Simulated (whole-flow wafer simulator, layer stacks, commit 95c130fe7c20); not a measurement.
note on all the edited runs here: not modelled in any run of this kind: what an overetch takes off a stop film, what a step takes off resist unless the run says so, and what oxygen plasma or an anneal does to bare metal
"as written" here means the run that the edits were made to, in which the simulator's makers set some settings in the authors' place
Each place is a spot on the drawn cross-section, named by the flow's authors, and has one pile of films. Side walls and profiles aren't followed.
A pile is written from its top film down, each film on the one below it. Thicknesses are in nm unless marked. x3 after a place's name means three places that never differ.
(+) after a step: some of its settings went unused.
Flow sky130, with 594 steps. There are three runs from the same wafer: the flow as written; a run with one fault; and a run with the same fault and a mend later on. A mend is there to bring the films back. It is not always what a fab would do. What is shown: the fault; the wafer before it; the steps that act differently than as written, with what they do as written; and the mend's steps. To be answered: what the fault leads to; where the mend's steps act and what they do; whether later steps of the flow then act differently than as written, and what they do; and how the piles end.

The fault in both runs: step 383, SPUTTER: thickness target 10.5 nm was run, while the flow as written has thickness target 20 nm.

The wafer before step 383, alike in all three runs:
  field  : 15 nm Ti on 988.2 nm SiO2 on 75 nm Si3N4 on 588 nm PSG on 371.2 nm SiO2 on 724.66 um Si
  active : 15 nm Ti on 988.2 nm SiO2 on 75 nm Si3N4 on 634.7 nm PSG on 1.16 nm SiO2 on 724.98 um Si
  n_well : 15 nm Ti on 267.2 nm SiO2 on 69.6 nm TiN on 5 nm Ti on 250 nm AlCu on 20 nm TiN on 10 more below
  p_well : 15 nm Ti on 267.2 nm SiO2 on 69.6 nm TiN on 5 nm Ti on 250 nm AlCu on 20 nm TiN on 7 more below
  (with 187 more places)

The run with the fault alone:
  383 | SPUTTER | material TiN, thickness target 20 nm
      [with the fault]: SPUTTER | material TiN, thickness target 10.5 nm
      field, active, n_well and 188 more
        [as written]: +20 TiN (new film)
        [with the fault]: +10.5 TiN (new film)
  Steps later in the flow that act otherwise than as written (8 more steps, not shown, differ only slightly: by at most 2% or 0.5 nm, whichever is larger):
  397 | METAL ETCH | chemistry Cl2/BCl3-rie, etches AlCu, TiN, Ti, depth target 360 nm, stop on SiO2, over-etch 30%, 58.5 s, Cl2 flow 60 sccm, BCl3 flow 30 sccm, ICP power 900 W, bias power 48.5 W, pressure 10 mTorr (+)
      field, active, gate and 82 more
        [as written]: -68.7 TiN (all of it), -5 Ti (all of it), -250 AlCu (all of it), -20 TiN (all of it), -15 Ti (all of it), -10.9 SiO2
        [with the fault]: -68.7 TiN (all of it), -5 Ti (all of it), -250 AlCu (all of it), -10.5 TiN (all of it), -15 Ti (all of it), -11.9 SiO2
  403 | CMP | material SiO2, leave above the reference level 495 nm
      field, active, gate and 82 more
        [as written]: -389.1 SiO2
        [with the fault]: -397.6 SiO2
  By the end, the piles at n_well, p_well, gate_hv and 103 more depart from the flow's by more than 2% or 0.5 nm, whichever is larger.
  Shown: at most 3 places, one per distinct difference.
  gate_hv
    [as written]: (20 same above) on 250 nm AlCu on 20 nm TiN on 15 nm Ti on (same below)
    [with the fault]: (20 same above) on 250 nm AlCu on 10.5 nm TiN on 15 nm Ti on (same below)
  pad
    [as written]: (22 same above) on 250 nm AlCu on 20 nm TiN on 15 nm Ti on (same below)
    [with the fault]: (22 same above) on 250 nm AlCu on 10.5 nm TiN on 15 nm Ti on (same below)
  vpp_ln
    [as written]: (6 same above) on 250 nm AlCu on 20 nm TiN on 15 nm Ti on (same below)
    [with the fault]: (6 same above) on 250 nm AlCu on 10.5 nm TiN on 15 nm Ti on (same below)

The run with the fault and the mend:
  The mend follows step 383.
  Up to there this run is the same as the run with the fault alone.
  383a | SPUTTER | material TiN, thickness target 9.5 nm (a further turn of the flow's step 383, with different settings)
      field, active, n_well and 188 more
        +9.5 TiN
  Later steps of the flow that are run all act as written at every place that is followed.
  At every place that both follow, the piles at the end match the flow's.
